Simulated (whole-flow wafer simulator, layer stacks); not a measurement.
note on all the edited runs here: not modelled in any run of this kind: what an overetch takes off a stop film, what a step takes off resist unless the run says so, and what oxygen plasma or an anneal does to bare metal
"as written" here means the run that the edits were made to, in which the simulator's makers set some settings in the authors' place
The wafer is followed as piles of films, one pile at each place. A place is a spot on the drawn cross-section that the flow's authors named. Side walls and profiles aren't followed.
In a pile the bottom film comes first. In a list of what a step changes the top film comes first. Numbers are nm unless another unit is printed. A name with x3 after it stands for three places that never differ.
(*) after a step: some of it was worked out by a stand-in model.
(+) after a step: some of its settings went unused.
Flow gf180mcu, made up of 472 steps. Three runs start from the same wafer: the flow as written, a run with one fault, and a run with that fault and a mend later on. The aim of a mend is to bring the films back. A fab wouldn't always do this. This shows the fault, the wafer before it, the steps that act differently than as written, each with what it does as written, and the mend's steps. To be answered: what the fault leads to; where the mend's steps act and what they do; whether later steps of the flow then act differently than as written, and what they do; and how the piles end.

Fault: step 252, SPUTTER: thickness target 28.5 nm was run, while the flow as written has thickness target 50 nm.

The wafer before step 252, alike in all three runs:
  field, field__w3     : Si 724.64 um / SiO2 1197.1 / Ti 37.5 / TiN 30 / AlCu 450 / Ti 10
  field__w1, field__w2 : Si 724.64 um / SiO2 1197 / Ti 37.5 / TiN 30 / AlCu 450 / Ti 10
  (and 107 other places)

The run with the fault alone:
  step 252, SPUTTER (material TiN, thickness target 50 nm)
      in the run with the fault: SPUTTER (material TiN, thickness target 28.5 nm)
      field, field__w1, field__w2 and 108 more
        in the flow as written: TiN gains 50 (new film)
        in the run with the fault: TiN gains 28.5 (new film)
  Steps further on in the flow that do not act as written (not shown: 2 more steps that differ only slightly, by at most 2% or 0.5 nm, whichever is larger):
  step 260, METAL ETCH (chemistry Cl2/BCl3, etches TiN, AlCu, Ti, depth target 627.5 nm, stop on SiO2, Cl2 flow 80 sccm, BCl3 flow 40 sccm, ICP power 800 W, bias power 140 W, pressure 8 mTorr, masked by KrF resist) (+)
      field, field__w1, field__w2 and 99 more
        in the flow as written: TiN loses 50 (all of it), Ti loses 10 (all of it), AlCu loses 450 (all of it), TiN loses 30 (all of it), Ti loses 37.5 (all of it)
        in the run with the fault: TiN loses 28.5 (all of it), Ti loses 10 (all of it), AlCu loses 450 (all of it), TiN loses 30 (all of it), Ti loses 37.5 (all of it)
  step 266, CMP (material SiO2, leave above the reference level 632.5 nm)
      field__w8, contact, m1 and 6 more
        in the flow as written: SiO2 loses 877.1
        in the run with the fault: SiO2 loses 855.6
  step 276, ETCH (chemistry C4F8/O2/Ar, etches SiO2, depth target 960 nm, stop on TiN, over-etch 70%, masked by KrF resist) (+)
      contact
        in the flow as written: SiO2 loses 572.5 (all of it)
        in the run with the fault: SiO2 loses 594 (all of it)
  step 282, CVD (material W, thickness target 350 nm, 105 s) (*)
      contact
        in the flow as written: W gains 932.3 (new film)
        in the run with the fault: W gains 954 (new film)
  The piles end different from the flow's at field__w8, contact, m1 and 6 more by more than 2% or 0.5 nm, whichever is larger.
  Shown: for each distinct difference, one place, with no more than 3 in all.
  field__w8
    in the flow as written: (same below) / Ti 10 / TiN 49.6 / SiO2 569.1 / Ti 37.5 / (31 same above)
    in the run with the fault: (same below) / Ti 10 / TiN 28.1 / SiO2 590.6 / Ti 37.5 / (31 same above)
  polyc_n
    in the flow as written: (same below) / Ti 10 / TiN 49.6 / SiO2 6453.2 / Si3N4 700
    in the run with the fault: (same below) / Ti 10 / TiN 28.1 / SiO2 6474.7 / Si3N4 700
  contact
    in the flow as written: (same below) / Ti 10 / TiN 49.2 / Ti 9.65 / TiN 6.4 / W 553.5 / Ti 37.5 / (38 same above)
    in the run with the fault: (same below) / Ti 10 / TiN 27.7 / Ti 9.53 / TiN 6.32 / W 575.2 / Ti 37.5 / (38 same above)

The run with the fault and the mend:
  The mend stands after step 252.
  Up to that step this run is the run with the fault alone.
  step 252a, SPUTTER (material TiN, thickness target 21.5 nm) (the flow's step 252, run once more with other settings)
      field, field__w1, field__w2 and 108 more
        TiN gains 21.5
  Later steps of the flow that are run all act as written at every place that is followed.
  At every place that both follow, the piles at the end match the flow's.
